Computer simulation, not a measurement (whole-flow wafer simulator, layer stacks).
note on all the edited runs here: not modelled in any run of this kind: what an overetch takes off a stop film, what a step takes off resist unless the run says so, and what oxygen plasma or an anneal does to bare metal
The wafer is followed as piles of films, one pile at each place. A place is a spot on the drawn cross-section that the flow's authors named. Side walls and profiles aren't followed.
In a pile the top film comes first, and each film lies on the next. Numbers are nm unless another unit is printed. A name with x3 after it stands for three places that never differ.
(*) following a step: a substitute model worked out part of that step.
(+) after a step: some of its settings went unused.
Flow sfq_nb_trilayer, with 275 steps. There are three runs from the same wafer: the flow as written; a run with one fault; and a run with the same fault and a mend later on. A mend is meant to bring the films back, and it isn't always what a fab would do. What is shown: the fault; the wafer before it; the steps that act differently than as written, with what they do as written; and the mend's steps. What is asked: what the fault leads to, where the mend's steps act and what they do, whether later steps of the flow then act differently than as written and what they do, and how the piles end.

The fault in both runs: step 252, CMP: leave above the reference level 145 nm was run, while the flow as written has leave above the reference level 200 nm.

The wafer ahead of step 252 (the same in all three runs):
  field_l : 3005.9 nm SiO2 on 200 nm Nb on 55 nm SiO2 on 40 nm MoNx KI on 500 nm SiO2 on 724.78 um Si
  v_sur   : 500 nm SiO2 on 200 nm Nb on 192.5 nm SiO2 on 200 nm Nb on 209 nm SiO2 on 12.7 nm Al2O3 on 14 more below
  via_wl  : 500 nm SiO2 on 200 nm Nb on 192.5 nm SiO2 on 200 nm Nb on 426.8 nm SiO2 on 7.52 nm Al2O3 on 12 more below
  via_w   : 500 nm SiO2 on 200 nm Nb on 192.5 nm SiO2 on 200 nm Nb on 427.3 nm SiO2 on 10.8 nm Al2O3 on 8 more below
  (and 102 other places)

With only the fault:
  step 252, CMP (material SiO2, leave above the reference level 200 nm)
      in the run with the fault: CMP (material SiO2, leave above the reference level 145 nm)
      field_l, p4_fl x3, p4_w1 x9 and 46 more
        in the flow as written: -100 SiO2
        in the run with the fault: -155 SiO2
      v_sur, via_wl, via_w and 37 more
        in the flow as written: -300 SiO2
        in the run with the fault: -355 SiO2
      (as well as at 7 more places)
  Steps further on in the flow that do not act as written (not shown: 4 more steps that differ only slightly, by at most 2% or 0.5 nm, whichever is larger):
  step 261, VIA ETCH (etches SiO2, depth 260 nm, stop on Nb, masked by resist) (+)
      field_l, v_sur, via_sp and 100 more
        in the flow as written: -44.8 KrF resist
        in the run with the fault: -37.5 KrF resist
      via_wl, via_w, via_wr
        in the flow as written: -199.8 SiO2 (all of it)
        in the run with the fault: -144.8 SiO2 (all of it)
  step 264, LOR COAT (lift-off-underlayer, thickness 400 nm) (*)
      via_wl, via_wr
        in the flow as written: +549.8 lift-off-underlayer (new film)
        in the run with the fault: +508.6 lift-off-underlayer (new film)
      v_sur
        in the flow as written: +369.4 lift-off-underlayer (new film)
        in the run with the fault: +377.8 lift-off-underlayer (new film)
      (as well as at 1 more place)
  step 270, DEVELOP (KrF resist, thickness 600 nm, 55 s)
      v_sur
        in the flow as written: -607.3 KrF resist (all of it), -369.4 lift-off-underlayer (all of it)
        in the run with the fault: -605 KrF resist (all of it), -377.8 lift-off-underlayer (all of it)
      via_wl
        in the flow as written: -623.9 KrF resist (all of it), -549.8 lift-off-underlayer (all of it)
        in the run with the fault: -617 KrF resist (all of it), -508.6 lift-off-underlayer (all of it)
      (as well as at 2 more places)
  By the end, the piles at v_sur, via_sp, via_v and 84 more depart from the flow's by more than 2% or 0.5 nm, whichever is larger.
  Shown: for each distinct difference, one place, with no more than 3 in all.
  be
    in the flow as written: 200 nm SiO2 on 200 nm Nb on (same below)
    in the run with the fault: 145 nm SiO2 on 200 nm Nb on (same below)
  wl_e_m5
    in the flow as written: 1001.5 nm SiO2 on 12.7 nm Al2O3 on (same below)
    in the run with the fault: 946.5 nm SiO2 on 12.7 nm Al2O3 on (same below)
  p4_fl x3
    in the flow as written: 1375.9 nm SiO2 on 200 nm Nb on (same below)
    in the run with the fault: 1320.9 nm SiO2 on 200 nm Nb on (same below)

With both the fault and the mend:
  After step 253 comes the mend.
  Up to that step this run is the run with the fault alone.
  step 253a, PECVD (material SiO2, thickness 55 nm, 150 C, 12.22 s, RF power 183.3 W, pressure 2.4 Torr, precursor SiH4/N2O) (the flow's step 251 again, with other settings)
      field_l, v_sur, via_wl and 103 more
        +55 SiO2
  Every later step of the flow that is run acts as written at every place that is followed.
  By the end, the piles equal the flow's at every place that both follow.
